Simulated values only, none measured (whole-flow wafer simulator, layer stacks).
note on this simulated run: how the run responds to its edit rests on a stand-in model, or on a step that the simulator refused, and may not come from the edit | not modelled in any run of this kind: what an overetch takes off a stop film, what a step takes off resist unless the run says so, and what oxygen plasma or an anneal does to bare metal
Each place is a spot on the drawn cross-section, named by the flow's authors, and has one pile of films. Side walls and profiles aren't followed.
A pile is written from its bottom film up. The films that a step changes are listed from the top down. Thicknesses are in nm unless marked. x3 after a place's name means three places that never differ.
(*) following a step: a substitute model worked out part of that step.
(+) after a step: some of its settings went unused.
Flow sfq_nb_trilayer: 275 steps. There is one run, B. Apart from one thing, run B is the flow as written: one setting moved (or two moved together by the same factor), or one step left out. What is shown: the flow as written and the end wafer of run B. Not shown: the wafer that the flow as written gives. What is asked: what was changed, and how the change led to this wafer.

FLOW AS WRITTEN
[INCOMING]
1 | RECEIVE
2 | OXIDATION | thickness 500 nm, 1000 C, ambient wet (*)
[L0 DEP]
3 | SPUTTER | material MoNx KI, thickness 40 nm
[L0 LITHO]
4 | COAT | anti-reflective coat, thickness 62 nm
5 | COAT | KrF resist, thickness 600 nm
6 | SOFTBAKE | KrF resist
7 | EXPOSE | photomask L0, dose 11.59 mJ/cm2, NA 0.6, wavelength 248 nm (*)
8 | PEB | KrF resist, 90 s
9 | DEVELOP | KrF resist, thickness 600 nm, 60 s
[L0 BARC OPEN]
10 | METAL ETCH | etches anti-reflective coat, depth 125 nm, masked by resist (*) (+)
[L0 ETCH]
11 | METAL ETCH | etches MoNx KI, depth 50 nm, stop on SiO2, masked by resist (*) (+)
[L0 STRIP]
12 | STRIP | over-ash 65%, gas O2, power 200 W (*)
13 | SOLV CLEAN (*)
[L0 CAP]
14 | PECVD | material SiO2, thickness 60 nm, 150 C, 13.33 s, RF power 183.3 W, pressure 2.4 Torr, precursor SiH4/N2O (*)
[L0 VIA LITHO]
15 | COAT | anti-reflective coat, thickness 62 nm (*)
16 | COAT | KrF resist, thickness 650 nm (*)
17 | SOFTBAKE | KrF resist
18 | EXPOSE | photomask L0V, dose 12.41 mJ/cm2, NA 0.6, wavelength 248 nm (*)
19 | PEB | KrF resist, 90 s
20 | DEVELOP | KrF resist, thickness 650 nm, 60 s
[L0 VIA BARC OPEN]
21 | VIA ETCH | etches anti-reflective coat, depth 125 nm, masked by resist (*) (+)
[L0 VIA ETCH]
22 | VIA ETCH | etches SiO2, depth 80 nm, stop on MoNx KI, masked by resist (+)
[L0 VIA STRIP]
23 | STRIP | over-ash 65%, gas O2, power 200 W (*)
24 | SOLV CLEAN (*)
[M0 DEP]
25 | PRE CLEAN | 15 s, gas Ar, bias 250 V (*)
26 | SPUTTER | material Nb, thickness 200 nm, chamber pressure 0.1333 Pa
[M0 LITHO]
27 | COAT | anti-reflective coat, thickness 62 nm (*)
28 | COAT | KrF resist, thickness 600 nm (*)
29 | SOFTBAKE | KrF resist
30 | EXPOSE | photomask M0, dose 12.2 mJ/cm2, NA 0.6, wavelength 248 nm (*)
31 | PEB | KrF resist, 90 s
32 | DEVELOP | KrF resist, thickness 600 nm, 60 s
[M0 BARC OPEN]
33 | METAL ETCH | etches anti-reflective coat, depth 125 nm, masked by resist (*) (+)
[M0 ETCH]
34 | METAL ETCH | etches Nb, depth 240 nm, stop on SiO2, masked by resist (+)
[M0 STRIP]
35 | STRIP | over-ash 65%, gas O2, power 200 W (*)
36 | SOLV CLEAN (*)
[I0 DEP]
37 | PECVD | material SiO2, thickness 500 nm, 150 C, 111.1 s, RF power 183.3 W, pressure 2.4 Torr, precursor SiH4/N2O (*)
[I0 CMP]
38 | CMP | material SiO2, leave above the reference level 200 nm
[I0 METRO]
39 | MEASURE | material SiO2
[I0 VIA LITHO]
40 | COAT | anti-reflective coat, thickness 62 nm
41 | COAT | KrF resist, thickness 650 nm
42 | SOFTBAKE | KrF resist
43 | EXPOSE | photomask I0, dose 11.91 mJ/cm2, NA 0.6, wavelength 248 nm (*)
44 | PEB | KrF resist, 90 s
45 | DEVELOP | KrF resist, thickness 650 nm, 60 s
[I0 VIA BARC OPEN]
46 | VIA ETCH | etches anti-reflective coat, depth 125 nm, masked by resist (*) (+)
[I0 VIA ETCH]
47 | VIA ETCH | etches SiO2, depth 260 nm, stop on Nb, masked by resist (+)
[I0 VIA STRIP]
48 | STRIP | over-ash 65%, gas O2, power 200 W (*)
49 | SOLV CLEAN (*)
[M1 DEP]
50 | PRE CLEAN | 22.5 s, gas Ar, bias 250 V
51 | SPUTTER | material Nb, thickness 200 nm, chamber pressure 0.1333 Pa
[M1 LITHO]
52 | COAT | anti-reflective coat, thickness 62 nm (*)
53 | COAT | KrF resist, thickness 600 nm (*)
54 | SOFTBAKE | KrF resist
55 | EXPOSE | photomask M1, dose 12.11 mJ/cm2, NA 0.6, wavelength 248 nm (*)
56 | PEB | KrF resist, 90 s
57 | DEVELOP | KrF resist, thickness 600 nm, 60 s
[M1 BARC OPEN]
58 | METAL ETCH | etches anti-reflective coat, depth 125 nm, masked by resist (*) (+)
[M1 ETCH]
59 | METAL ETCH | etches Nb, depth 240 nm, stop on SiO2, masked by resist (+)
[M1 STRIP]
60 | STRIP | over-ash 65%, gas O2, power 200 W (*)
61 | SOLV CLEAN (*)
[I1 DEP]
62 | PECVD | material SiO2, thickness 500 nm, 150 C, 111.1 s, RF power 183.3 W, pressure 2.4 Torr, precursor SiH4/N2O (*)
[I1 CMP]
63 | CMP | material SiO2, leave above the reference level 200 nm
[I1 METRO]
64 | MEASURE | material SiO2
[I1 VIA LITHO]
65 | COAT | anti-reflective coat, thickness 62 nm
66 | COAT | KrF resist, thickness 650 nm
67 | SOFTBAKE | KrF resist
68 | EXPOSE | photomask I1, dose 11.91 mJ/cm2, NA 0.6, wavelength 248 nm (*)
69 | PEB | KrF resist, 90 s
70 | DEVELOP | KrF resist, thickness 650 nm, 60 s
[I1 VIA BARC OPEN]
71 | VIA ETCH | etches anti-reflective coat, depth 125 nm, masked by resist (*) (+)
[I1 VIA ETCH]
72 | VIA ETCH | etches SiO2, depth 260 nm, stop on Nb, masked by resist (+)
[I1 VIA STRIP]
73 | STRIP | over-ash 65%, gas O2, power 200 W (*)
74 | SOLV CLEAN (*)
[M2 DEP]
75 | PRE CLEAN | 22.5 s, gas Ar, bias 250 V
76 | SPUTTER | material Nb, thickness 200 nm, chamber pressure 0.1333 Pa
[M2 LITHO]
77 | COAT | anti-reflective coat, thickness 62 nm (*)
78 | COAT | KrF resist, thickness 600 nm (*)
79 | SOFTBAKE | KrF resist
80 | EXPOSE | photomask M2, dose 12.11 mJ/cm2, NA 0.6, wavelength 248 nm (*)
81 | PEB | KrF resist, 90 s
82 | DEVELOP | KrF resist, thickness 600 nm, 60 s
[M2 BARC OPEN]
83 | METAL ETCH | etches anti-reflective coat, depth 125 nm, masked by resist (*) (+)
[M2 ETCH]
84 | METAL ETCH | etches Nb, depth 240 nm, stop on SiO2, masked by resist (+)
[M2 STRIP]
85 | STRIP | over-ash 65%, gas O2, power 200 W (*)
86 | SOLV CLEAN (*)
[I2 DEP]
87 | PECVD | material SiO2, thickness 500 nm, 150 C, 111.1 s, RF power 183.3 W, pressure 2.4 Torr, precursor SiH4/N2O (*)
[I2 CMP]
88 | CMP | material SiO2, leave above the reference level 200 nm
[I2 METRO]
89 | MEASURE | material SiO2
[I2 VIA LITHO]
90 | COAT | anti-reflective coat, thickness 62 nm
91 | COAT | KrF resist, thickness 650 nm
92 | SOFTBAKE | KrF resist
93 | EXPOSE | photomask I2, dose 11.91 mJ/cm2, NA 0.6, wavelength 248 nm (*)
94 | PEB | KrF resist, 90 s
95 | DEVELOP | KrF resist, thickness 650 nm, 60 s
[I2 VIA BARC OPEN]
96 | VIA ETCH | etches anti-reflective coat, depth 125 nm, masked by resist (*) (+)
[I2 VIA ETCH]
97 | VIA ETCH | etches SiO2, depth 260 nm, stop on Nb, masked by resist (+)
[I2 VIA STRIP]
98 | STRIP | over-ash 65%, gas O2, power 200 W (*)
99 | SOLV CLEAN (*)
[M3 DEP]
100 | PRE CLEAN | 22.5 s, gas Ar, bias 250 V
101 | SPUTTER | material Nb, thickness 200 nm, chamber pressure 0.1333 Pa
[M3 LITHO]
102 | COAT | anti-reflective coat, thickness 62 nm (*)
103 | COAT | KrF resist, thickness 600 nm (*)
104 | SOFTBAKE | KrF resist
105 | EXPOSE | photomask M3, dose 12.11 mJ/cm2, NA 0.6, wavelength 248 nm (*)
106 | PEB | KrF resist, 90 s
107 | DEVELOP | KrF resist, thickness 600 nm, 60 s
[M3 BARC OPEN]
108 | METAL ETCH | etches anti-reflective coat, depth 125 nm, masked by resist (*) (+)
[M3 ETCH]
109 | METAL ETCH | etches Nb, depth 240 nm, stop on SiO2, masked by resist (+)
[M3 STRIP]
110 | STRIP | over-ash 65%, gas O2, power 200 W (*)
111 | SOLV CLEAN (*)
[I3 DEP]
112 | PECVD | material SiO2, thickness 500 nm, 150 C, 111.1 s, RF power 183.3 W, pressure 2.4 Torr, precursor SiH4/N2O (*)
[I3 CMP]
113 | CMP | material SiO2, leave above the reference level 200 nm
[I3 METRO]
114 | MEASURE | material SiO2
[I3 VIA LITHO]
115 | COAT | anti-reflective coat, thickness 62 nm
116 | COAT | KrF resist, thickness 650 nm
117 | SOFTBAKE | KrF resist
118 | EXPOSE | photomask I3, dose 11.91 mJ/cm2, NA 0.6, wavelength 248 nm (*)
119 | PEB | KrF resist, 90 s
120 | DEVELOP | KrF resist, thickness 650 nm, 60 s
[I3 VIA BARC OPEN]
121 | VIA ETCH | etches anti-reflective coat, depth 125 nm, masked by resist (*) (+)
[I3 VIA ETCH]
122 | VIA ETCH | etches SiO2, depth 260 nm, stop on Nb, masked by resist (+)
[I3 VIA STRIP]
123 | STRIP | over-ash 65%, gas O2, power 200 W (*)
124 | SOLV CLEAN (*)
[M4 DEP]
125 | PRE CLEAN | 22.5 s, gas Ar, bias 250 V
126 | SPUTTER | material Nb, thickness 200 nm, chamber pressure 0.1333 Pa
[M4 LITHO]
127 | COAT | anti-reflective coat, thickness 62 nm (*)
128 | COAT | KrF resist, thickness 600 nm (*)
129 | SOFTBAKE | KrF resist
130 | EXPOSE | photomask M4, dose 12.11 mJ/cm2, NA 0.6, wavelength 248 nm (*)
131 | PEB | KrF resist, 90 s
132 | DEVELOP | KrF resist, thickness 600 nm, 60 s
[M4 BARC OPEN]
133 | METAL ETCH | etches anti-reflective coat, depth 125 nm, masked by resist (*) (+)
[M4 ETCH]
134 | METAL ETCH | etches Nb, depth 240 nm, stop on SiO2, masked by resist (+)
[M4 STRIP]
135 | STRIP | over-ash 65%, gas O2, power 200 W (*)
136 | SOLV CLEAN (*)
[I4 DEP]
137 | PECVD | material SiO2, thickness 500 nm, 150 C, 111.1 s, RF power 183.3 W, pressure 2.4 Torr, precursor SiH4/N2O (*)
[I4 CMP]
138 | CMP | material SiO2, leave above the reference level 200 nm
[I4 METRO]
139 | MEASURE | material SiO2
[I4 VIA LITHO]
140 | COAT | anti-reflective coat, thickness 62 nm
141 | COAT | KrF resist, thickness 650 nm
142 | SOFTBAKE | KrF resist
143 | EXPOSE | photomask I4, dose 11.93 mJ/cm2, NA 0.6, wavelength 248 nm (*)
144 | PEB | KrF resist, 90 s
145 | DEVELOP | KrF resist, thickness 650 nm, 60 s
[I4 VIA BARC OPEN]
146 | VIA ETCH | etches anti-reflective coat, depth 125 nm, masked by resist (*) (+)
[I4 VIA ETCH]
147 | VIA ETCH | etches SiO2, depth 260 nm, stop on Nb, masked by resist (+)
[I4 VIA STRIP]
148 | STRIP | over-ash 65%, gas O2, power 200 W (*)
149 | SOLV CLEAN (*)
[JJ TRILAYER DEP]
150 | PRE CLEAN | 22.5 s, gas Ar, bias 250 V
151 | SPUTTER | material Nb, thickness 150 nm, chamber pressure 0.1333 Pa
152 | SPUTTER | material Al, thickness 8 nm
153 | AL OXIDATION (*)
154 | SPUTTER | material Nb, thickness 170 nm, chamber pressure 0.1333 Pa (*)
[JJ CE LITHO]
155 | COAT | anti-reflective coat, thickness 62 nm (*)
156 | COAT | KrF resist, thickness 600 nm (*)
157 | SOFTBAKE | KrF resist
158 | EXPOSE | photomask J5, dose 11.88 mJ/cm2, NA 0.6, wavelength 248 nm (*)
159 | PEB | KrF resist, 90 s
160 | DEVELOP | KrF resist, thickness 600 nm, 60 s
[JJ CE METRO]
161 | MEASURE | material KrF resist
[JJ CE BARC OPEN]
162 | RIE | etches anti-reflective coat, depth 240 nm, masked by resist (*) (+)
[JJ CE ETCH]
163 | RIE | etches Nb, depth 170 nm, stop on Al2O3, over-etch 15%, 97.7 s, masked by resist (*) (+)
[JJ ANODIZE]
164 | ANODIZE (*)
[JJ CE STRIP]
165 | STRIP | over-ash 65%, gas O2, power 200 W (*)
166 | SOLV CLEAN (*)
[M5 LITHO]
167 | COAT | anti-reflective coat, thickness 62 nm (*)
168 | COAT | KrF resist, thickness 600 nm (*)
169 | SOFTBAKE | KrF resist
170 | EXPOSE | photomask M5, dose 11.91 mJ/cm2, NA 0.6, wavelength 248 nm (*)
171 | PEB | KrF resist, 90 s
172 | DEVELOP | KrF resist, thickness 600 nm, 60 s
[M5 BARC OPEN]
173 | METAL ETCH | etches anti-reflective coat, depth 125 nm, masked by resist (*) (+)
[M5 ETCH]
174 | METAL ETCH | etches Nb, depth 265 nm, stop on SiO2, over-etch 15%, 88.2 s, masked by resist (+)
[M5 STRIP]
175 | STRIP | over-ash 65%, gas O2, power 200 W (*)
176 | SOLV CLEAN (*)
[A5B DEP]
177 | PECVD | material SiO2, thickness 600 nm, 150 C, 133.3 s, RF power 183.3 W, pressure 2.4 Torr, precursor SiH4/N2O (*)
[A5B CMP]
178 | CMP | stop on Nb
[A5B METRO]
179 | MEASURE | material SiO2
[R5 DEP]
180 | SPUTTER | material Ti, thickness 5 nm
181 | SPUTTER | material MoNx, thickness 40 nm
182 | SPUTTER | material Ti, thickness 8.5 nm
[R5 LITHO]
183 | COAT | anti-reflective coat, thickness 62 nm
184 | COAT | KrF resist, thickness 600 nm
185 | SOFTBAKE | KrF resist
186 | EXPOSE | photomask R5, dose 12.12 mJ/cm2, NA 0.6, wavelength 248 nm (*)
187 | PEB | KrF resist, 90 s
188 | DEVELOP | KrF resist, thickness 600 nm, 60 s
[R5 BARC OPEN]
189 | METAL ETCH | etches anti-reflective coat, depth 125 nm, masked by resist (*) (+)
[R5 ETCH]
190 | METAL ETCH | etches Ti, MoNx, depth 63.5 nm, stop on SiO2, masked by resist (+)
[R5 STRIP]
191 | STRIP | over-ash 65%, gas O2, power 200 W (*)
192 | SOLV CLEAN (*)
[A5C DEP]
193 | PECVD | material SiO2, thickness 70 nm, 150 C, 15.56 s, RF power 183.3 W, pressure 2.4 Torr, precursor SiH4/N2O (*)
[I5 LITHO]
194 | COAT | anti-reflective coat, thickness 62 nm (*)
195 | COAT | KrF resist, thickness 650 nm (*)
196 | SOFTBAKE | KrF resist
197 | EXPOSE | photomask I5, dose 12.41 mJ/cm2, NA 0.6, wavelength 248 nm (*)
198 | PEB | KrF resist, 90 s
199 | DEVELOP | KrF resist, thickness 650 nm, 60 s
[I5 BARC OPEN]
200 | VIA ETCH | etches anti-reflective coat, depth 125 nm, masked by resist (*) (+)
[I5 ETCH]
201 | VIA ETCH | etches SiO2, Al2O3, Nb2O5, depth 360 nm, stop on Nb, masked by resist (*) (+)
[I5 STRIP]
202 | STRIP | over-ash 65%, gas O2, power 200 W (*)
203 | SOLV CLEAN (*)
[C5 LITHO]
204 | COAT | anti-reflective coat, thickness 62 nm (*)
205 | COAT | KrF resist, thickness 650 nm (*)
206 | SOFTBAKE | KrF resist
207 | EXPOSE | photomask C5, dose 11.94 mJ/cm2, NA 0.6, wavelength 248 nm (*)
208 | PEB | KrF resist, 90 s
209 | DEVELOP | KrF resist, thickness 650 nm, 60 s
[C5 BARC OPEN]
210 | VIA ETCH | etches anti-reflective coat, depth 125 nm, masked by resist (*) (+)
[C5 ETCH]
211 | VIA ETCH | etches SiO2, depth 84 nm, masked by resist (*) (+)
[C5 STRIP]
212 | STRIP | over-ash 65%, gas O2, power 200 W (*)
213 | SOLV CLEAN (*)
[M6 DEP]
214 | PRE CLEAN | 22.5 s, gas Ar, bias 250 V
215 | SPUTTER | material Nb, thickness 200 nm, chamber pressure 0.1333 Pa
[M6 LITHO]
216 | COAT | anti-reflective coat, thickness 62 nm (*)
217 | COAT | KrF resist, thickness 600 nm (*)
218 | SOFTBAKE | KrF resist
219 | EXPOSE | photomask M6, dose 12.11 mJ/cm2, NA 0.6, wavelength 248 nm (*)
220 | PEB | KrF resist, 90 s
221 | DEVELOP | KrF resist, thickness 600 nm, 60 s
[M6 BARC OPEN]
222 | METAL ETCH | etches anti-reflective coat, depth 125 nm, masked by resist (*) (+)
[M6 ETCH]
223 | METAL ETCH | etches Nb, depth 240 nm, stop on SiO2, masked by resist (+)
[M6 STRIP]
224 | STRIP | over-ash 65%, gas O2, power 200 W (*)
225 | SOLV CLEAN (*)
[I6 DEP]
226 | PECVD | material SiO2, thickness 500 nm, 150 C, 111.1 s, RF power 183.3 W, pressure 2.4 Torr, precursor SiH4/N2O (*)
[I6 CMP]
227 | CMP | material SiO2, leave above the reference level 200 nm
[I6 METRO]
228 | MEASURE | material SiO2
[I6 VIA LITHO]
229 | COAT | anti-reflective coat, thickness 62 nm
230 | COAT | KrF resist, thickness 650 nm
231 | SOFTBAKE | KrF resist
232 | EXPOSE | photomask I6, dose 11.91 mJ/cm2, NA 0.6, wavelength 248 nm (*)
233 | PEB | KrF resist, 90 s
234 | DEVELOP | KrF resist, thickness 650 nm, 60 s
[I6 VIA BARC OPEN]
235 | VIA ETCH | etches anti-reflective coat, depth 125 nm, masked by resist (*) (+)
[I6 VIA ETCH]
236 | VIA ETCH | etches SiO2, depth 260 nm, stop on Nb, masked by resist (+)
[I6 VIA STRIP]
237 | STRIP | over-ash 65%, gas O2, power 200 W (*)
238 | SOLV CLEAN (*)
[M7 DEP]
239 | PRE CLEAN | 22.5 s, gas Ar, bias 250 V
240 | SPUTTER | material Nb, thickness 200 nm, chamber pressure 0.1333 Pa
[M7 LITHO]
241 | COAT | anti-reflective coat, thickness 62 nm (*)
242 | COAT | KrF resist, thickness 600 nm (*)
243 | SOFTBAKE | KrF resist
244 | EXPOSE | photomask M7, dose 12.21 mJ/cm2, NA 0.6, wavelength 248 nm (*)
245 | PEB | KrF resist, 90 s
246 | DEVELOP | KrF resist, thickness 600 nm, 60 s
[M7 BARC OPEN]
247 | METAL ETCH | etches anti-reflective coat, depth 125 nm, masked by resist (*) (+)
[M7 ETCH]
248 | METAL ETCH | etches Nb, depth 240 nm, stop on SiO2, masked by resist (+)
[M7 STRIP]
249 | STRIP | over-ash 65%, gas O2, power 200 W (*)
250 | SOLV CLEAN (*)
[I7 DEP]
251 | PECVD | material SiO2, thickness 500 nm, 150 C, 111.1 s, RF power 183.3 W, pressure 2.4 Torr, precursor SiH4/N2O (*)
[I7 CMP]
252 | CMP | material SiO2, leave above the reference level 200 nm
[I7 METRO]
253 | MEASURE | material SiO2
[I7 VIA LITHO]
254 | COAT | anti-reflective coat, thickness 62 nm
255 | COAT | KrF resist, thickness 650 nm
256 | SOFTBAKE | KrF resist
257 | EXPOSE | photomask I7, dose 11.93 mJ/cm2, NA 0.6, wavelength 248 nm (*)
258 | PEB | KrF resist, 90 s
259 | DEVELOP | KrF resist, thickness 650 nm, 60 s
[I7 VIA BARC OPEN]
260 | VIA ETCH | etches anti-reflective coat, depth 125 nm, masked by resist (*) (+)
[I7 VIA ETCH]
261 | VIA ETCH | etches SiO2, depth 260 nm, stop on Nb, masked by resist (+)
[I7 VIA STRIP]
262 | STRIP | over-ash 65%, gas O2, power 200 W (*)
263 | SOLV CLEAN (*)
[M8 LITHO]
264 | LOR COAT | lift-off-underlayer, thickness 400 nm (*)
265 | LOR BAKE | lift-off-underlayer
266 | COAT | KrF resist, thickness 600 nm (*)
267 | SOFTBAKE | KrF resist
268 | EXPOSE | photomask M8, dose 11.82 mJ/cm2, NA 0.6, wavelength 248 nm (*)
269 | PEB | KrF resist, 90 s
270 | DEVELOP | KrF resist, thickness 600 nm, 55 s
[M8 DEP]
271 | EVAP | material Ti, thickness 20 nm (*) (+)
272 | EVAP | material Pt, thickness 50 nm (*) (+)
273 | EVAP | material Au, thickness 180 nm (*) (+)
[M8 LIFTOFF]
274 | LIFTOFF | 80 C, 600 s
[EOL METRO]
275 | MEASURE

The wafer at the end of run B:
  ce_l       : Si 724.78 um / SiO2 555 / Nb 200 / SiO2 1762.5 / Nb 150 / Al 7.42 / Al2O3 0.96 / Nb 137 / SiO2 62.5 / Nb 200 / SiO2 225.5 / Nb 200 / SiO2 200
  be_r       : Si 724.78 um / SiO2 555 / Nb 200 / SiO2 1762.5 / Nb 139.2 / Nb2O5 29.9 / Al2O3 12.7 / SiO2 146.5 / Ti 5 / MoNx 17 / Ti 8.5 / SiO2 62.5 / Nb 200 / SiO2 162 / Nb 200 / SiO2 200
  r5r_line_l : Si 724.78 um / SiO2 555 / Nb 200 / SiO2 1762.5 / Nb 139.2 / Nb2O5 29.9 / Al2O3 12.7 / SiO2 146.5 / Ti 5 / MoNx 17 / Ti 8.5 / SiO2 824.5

Cause: step 181, SPUTTER: thickness 17 nm was run, though the flow has thickness 40 nm.
The wafer lets one read it off: be_r has MoNx 17, and step 181 as written asks for 40 nm.

The path from the change to this, step by step:
  181 | SPUTTER | material MoNx, thickness 40 nm
      field_l, v_sur, via_wl and 103 more: +17 MoNx (new film) (it would be, as written: +40 MoNx (new film))
  190 | METAL ETCH | etches Ti, MoNx, depth 63.5 nm, stop on SiO2, masked by resist (+)
      field_l, v_sur, via_wl and 92 more: -8.5 Ti (all of it), -17 MoNx (all of it), -5 Ti (all of it) (it would be, as written: -8.5 Ti (all of it), -40 MoNx (all of it), -5 Ti (all of it))
      ce_l, c5j, ce_r, wl_jj: -8.5 Ti (all of it), -17 MoNx (all of it), -5 Ti (all of it), -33 Nb (it would be, as written: -8.5 Ti (all of it), -40 MoNx (all of it), -5 Ti (all of it), -10 Nb)
  194 | COAT | anti-reflective coat, thickness 62 nm (*)
      wl_j_sl, wl_j_sr: +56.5 anti-reflective coat (new film) (it would be, as written: +60.2 anti-reflective coat (new film))
      r5r_spacepad_l, r5r_spacepad_r: +74.5 anti-reflective coat (new film) (it would be, as written: +84.4 anti-reflective coat (new film))
      (as well as at 15 more places)
  202 | STRIP | over-ash 65%, gas O2, power 200 W (*)
      wl_j_sl, wl_j_sr: -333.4 KrF resist (all of it), -56.5 anti-reflective coat (all of it) (it would be, as written: -333.3 KrF resist (all of it), -60.2 anti-reflective coat (all of it))
      r5r_spacepad_l, r5r_spacepad_r: -334.8 KrF resist (all of it), -74.5 anti-reflective coat (all of it) (it would be, as written: -335.6 KrF resist (all of it), -84.4 anti-reflective coat (all of it))
      (as well as at 15 more places)
  204 | COAT | anti-reflective coat, thickness 62 nm (*)
      wl_j_sl, wl_j_sr: +56.5 anti-reflective coat (new film) (it would be, as written: +60.2 anti-reflective coat (new film))
      r5r_spacepad_l, r5r_spacepad_r: +74.5 anti-reflective coat (new film) (it would be, as written: +84.4 anti-reflective coat (new film))
      (as well as at 15 more places)
  210 | VIA ETCH | etches anti-reflective coat, depth 125 nm, masked by resist (*) (+)
      field_l, v_sur, via_wl and 101 more: -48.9 KrF resist (it would be, as written: -47.4 KrF resist)
      c5j: -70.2 anti-reflective coat (all of it), -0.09 SiO2 (it would be, as written: -63.9 anti-reflective coat (all of it), -0.11 SiO2)
      (as well as at 1 more place)
  212 | STRIP | over-ash 65%, gas O2, power 200 W (*)
      wl_j_sl, wl_j_sr: -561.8 KrF resist (all of it), -56.5 anti-reflective coat (all of it) (it would be, as written: -563.4 KrF resist (all of it), -60.2 anti-reflective coat (all of it))
      r5r_spacepad_l, r5r_spacepad_r: -563.1 KrF resist (all of it), -74.5 anti-reflective coat (all of it) (it would be, as written: -565.8 KrF resist (all of it), -84.4 anti-reflective coat (all of it))
      (as well as at 13 more places)
  216 | COAT | anti-reflective coat, thickness 62 nm (*)
      r5r_line_l, r5r_line_c, r5r_line_r: +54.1 anti-reflective coat (new film) (it would be, as written: +50 anti-reflective coat (new film))
      wl_j_sl, wl_j_sr: +56.7 anti-reflective coat (new film) (it would be, as written: +60.2 anti-reflective coat (new film))
      (as well as at 14 more places)
  222 | METAL ETCH | etches anti-reflective coat, depth 125 nm, masked by resist (*) (+)
      r5r_line_l, r5r_line_c, r5r_line_r: -54.1 anti-reflective coat (all of it) (it would be, as written: -50 anti-reflective coat (all of it))
      r5r_spacepad_l, r5r_spacepad_r: -74.9 anti-reflective coat (all of it) (it would be, as written: -85.7 anti-reflective coat (all of it))
      (as well as at 2 more places)
  224 | STRIP | over-ash 65%, gas O2, power 200 W (*)
      wl_j_sl, wl_j_sr: -382.3 KrF resist (all of it), -56.7 anti-reflective coat (all of it) (it would be, as written: -382.5 KrF resist (all of it), -60.2 anti-reflective coat (all of it))
      jj_sur: -377.2 KrF resist (all of it), -51.9 anti-reflective coat (all of it) (it would be, as written: -378.5 KrF resist (all of it), -56.1 anti-reflective coat (all of it))
      (as well as at 9 more places)
  226 | PECVD | material SiO2, thickness 500 nm, 150 C, 111.1 s, RF power 183.3 W, pressure 2.4 Torr, precursor SiH4/N2O (*)
      r5r_spacepad_l, r5r_spacepad_r: +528 SiO2 (it would be, as written: +553.5 SiO2)
  227 | CMP | material SiO2, leave above the reference level 200 nm
      ce_l, ce_r, wl_jj: -267 SiO2 (it would be, as written: -290 SiO2)
      be_r, r_sur, r_end: -330.5 SiO2 (it would be, as written: -353.5 SiO2)
      (as well as at 7 more places)
